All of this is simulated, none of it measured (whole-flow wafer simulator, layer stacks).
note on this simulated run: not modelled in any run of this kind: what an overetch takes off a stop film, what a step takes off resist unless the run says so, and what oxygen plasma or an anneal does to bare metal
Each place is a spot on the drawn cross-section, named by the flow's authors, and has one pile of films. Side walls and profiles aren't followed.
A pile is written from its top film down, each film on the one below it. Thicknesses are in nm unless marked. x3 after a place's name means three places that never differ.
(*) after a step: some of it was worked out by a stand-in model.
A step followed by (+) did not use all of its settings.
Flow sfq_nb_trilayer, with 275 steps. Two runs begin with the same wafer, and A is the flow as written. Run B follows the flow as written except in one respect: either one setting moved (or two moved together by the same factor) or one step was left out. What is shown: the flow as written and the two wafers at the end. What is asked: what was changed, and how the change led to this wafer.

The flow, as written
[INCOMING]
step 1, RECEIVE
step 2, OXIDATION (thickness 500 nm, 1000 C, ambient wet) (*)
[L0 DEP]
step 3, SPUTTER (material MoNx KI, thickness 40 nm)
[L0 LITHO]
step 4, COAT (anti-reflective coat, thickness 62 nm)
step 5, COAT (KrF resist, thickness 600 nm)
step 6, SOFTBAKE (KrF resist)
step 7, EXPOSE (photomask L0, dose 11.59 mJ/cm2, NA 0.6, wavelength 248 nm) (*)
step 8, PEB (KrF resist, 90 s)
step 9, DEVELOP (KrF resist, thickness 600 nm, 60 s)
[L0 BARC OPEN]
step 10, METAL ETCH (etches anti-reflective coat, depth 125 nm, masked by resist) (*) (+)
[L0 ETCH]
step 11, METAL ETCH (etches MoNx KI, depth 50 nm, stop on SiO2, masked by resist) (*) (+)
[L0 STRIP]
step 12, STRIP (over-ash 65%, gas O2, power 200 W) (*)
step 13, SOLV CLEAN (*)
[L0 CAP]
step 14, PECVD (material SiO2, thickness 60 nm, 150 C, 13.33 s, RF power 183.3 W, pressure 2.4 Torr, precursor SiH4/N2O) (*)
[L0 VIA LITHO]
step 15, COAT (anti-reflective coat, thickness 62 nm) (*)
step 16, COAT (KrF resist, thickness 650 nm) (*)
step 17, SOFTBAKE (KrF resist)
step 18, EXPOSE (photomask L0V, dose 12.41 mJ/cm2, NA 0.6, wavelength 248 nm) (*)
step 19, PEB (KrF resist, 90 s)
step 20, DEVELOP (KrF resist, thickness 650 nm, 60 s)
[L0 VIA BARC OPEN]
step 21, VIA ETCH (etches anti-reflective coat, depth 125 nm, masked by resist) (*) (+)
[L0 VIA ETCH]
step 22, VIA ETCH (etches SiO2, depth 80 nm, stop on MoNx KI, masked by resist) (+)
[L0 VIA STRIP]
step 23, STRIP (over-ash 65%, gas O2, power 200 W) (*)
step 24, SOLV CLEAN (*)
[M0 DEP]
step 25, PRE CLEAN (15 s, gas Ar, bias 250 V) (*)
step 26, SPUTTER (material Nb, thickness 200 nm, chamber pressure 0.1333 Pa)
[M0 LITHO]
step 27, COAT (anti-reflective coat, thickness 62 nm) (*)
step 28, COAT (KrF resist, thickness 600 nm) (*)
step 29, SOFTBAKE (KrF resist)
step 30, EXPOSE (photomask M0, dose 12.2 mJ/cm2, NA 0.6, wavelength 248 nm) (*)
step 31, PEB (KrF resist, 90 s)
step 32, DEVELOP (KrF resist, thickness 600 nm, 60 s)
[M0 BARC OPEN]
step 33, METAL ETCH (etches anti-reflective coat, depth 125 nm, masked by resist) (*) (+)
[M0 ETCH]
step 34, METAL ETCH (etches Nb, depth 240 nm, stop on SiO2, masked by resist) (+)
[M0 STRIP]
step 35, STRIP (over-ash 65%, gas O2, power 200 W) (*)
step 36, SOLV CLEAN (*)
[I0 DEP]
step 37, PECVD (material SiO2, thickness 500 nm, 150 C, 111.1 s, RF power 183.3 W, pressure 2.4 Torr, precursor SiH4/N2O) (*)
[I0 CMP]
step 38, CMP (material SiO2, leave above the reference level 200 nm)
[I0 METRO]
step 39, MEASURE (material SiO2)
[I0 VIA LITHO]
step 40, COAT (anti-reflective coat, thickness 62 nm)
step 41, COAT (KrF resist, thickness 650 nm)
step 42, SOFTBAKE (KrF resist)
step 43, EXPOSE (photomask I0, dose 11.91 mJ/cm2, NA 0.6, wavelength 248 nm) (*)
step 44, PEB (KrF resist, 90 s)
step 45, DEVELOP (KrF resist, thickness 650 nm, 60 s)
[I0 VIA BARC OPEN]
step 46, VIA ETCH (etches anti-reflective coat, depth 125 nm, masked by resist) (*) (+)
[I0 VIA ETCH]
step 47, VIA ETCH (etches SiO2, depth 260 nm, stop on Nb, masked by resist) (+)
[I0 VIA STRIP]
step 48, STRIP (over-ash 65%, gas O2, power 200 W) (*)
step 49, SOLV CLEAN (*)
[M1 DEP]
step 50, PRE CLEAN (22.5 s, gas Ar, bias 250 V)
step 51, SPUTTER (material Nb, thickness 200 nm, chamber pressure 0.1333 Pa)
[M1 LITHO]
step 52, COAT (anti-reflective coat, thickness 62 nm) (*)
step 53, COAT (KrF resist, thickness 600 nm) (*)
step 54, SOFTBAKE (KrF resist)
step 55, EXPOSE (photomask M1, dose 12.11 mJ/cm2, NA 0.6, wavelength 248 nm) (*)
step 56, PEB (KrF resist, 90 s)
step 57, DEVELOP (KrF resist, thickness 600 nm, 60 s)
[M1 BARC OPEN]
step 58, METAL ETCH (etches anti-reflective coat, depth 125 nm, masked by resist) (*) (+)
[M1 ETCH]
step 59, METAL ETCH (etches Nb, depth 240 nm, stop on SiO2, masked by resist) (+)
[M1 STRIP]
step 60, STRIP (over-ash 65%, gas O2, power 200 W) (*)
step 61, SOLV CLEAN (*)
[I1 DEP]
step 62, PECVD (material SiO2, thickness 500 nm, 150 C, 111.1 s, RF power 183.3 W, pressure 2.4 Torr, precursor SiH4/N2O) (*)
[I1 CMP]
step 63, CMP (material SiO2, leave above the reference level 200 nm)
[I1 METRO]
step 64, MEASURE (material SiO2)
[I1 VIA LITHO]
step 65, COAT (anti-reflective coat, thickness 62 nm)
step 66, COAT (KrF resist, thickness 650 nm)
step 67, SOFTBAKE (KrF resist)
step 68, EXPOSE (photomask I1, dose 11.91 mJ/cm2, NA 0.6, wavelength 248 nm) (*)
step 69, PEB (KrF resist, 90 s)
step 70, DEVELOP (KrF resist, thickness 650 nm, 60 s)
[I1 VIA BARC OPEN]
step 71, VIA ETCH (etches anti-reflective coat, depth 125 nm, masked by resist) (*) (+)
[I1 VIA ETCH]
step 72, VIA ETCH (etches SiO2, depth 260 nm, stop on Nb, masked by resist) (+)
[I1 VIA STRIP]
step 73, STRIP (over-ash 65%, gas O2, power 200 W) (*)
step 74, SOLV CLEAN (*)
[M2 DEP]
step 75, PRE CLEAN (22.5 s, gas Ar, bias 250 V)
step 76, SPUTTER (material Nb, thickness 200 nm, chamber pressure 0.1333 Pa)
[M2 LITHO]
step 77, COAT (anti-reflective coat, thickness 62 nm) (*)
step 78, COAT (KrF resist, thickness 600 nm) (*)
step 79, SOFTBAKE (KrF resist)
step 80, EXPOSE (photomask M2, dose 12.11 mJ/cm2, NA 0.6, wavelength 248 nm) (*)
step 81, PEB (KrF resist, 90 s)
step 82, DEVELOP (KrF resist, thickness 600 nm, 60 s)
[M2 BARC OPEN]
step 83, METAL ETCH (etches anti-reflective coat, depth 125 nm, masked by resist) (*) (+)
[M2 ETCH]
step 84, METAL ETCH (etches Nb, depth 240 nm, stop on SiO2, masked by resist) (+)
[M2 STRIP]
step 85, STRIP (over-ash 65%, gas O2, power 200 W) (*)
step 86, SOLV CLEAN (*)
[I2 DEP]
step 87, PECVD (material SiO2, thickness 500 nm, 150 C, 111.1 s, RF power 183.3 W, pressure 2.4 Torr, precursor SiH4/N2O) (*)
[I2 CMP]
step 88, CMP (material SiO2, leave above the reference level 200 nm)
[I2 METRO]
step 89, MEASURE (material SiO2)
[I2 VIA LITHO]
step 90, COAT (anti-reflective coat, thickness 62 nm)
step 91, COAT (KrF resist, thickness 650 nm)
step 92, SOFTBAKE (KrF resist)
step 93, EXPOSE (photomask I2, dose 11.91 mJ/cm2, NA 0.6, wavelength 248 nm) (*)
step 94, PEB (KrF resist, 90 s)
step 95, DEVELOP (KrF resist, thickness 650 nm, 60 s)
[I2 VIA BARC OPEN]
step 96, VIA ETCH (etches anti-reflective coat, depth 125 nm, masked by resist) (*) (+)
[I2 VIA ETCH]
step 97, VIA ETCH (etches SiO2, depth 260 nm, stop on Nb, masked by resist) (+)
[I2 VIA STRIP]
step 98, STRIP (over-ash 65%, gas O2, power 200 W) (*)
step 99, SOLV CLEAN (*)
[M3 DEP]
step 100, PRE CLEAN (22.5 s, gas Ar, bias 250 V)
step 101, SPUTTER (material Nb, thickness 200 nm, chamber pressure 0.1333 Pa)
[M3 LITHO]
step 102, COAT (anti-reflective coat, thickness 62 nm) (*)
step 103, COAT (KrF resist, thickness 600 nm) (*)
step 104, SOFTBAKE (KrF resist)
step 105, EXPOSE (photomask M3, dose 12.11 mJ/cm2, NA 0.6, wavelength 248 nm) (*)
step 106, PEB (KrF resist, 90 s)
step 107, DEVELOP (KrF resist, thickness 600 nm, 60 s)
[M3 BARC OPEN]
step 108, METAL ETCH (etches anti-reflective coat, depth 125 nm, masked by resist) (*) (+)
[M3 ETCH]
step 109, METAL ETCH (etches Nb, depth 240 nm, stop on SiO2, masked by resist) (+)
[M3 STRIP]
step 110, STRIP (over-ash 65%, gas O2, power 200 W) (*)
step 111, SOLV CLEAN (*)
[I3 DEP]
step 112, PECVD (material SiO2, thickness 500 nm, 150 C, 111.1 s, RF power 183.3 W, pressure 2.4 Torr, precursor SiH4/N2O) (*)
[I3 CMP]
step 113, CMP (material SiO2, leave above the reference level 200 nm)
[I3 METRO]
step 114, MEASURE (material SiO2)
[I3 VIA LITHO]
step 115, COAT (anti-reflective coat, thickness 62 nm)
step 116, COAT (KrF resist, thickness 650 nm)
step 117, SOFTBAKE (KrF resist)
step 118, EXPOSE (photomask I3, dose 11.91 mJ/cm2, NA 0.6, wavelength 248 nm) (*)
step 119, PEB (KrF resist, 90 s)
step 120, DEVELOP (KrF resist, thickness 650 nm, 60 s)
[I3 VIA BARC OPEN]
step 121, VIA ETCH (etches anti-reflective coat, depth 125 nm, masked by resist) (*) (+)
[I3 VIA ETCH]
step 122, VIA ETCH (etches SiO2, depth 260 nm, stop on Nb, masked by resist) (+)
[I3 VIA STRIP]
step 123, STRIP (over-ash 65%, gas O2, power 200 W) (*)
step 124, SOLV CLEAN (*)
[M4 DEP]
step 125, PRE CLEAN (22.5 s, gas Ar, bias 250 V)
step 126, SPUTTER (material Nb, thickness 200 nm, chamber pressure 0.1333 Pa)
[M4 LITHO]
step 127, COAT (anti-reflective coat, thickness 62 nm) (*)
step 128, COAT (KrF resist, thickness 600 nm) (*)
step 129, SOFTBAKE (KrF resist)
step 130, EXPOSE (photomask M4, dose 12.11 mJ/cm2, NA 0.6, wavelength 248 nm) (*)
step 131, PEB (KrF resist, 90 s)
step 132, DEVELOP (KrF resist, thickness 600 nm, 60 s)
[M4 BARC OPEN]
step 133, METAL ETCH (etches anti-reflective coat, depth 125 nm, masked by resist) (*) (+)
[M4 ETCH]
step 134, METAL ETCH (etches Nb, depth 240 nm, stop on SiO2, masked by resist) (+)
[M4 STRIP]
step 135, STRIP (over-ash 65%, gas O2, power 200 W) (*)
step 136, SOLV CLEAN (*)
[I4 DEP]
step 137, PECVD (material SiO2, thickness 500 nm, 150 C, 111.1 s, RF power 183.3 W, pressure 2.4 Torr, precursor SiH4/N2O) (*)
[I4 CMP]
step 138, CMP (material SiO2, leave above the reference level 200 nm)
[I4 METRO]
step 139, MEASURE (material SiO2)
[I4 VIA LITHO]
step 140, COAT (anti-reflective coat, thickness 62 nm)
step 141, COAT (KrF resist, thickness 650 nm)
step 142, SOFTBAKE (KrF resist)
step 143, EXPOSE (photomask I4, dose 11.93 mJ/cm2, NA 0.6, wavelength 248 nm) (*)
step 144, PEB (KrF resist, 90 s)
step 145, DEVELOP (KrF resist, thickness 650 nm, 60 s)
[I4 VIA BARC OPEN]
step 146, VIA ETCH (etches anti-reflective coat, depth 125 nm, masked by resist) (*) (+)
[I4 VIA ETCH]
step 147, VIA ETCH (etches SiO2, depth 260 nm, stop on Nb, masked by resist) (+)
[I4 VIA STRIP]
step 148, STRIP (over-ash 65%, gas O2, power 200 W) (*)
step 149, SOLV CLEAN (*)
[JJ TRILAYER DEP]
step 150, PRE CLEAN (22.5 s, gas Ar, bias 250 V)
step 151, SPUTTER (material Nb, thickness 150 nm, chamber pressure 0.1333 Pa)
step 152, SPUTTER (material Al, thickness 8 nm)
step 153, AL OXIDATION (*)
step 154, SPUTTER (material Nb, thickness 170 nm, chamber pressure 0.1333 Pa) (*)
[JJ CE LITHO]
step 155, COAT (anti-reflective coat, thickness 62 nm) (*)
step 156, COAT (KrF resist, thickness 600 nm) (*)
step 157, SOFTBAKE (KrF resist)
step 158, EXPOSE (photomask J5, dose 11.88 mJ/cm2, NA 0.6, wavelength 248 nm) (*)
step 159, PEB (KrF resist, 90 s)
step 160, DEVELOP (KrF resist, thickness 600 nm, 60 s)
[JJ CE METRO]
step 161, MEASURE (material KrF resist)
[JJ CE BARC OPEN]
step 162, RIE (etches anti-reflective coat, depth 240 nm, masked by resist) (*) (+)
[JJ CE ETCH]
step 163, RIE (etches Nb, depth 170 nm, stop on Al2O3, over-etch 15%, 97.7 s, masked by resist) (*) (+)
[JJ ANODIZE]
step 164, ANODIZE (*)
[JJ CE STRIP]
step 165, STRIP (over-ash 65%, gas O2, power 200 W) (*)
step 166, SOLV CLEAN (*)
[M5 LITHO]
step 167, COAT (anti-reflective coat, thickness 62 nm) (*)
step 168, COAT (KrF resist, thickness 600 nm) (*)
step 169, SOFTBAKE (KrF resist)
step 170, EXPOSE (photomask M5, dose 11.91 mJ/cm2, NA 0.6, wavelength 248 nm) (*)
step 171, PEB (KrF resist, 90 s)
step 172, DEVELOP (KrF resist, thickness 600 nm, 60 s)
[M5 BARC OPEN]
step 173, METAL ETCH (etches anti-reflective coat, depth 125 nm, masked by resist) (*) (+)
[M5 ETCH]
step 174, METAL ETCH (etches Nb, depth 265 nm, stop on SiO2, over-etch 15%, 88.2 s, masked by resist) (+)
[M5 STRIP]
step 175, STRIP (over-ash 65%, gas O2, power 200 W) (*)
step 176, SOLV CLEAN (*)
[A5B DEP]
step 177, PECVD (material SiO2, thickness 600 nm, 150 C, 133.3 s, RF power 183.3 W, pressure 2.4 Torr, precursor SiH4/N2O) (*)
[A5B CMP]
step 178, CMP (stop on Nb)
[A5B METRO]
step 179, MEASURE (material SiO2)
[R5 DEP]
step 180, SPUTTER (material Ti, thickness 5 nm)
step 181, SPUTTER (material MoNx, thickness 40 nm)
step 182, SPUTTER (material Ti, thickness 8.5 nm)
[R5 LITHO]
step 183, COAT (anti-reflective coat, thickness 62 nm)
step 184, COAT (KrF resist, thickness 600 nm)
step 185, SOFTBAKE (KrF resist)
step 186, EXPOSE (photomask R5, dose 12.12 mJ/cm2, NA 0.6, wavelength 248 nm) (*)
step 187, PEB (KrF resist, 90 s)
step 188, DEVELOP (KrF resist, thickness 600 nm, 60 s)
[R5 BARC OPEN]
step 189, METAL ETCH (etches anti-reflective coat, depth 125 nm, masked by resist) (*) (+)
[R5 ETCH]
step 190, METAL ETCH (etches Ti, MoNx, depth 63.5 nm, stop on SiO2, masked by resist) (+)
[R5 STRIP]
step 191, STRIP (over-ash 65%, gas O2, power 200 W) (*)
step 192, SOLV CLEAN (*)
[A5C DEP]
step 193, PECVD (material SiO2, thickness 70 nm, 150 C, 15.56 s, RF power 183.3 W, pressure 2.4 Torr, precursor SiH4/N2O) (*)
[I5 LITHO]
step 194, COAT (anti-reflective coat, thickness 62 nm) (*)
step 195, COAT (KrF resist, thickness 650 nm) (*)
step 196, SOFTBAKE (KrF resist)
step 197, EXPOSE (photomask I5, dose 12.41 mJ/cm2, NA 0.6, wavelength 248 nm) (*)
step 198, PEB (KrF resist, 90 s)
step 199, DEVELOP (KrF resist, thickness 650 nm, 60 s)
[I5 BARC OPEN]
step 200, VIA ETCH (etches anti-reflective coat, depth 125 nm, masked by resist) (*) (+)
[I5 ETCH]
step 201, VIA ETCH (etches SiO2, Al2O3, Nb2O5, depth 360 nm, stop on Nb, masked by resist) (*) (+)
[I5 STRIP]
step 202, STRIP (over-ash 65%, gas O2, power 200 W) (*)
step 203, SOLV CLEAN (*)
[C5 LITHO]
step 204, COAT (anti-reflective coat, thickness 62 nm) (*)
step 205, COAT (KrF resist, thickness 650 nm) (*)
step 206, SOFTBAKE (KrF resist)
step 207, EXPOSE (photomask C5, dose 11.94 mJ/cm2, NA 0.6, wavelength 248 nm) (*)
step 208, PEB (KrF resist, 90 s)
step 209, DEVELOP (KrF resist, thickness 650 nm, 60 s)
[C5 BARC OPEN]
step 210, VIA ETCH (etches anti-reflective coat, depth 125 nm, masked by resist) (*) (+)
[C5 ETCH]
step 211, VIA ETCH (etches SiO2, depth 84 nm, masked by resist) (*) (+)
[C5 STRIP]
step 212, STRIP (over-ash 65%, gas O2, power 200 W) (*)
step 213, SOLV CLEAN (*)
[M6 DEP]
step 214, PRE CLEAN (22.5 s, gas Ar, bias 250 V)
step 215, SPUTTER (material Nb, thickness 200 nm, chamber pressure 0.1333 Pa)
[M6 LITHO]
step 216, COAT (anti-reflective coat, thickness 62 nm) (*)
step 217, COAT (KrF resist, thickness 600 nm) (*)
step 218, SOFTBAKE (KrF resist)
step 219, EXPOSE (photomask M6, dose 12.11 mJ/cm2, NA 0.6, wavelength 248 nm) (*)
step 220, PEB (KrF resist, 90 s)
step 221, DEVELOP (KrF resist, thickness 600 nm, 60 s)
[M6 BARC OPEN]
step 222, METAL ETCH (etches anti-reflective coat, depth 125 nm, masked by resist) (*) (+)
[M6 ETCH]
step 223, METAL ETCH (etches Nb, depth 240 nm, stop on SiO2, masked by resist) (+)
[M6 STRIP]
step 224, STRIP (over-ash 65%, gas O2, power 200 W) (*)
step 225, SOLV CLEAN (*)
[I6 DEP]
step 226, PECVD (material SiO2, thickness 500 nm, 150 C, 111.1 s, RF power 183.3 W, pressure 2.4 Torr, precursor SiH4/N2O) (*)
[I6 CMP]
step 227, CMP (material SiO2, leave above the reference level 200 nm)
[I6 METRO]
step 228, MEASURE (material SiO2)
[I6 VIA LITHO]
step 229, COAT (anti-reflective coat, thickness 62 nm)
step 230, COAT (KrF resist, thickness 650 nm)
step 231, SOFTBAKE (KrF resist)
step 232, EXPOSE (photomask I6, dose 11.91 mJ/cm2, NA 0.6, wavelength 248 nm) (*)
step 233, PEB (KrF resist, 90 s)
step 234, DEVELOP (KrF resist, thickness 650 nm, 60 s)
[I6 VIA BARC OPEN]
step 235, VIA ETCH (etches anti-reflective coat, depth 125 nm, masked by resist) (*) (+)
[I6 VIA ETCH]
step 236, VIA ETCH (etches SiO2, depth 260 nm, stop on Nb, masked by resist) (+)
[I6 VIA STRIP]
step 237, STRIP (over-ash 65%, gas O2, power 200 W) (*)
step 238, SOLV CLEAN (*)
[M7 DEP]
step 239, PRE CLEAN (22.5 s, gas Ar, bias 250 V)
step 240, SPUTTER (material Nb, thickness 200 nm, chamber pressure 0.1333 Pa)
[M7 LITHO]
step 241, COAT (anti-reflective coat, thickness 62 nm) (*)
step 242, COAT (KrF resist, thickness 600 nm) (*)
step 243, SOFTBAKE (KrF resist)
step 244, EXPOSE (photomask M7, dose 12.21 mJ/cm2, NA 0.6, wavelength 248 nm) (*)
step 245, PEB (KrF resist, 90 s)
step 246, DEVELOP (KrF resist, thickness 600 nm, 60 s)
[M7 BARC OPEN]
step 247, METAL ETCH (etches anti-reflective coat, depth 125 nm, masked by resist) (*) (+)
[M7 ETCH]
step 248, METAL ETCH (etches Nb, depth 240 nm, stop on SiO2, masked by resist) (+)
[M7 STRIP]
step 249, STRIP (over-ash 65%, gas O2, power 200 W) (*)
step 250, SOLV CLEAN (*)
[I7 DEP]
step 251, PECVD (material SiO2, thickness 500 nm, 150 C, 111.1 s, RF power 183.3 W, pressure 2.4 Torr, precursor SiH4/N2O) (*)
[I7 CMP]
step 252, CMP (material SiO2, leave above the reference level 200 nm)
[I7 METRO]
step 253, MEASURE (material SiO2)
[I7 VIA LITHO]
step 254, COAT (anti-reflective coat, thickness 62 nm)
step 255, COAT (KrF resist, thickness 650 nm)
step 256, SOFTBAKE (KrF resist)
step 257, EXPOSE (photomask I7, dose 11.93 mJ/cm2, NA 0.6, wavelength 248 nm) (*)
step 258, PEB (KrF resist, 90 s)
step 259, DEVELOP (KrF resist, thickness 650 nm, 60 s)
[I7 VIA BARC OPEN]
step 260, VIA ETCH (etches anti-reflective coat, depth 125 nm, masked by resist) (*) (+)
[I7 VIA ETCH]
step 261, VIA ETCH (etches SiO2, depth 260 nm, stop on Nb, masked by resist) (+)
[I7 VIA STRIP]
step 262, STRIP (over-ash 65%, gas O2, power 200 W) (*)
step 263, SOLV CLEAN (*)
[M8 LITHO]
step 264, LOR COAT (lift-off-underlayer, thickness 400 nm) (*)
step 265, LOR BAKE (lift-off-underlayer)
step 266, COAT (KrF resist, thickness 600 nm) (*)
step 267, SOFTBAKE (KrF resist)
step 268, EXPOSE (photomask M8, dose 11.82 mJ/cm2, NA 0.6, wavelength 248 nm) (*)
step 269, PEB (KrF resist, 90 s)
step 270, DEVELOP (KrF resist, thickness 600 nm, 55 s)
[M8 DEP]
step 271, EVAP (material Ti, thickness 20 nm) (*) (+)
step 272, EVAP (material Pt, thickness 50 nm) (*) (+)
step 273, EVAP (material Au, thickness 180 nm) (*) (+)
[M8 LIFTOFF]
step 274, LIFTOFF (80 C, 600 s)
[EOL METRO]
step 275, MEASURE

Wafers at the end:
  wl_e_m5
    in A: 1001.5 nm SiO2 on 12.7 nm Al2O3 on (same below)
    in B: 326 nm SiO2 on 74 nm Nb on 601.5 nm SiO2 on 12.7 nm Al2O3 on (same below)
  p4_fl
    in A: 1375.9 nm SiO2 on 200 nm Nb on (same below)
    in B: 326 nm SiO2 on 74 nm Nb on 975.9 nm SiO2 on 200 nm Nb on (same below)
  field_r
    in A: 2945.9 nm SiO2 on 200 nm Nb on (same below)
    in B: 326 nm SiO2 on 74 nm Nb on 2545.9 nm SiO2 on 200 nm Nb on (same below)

The reason: step 248, METAL ETCH: depth 126 nm was run, though the flow has depth 240 nm.

The path from the change to this, step by step:
  step 248, METAL ETCH (etches Nb, depth 240 nm, stop on SiO2, masked by resist) (+)
      field_l, field_r, lsp_l and 62 more: A Nb loses 200 (all of it) | B Nb loses 126
      v_sur, via_wl, via_w and 38 more: A KrF resist loses 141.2 | B KrF resist loses 74.1
  step 249, STRIP (over-ash 65%, gas O2, power 200 W) (*)
      wl_j_sl, wl_jj, wl_j_sr and 14 more: A KrF resist loses 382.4 (all of it), anti-reflective coat loses 62 (all of it) | B KrF resist loses 449.4 (all of it), anti-reflective coat loses 62 (all of it)
      ln_m5, lsp_m, ln_m6, lsp_r: A KrF resist loses 381.9 (all of it), anti-reflective coat loses 61.8 (all of it) | B KrF resist loses 449 (all of it), anti-reflective coat loses 61.8 (all of it)
      (also at 20 further places)
  step 251, PECVD (material SiO2, thickness 500 nm, 150 C, 111.1 s, RF power 183.3 W, pressure 2.4 Torr, precursor SiH4/N2O) (*)
      field_l, p4_fl, p4_fm and 56 more: A SiO2 gains 500 | B SiO2 gains 500 (new film)
      field_r, lsp_l: A SiO2 gains 477.7 | B SiO2 gains 485.9 (new film)
      (also at 4 further places)
  step 252, CMP (material SiO2, leave above the reference level 200 nm)
      field_l, p4_fl, p4_fm and 56 more: A SiO2 loses 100 | B SiO2 loses 174
      field_r, lsp_l: A SiO2 loses 77.7 | B SiO2 loses 159.9
      (also at 4 further places)
Taking metal films that touch as one body, wl_e_m5 has 7 bodies (between them, from the top down: SiO2 601.5 / Al2O3 12.7 / Nb2O5 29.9; SiO2 192.5; SiO2 192.5; SiO2 192.5; SiO2 192.5; SiO2 192.5); the flow as written gives 6 bodies (between them, from the top down: SiO2 192.5; SiO2 192.5; SiO2 192.5; SiO2 192.5; SiO2 192.5).
Taking metal films that touch as one body, p4_fl has 3 bodies (between them, from the top down: SiO2 975.9; SiO2 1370); the flow as written gives 2 bodies (between them, from the top down: SiO2 1370).
Taking metal films that touch as one body, field_r has 2 bodies (between them, from the top down: SiO2 2545.9); the flow as written gives 1 body.
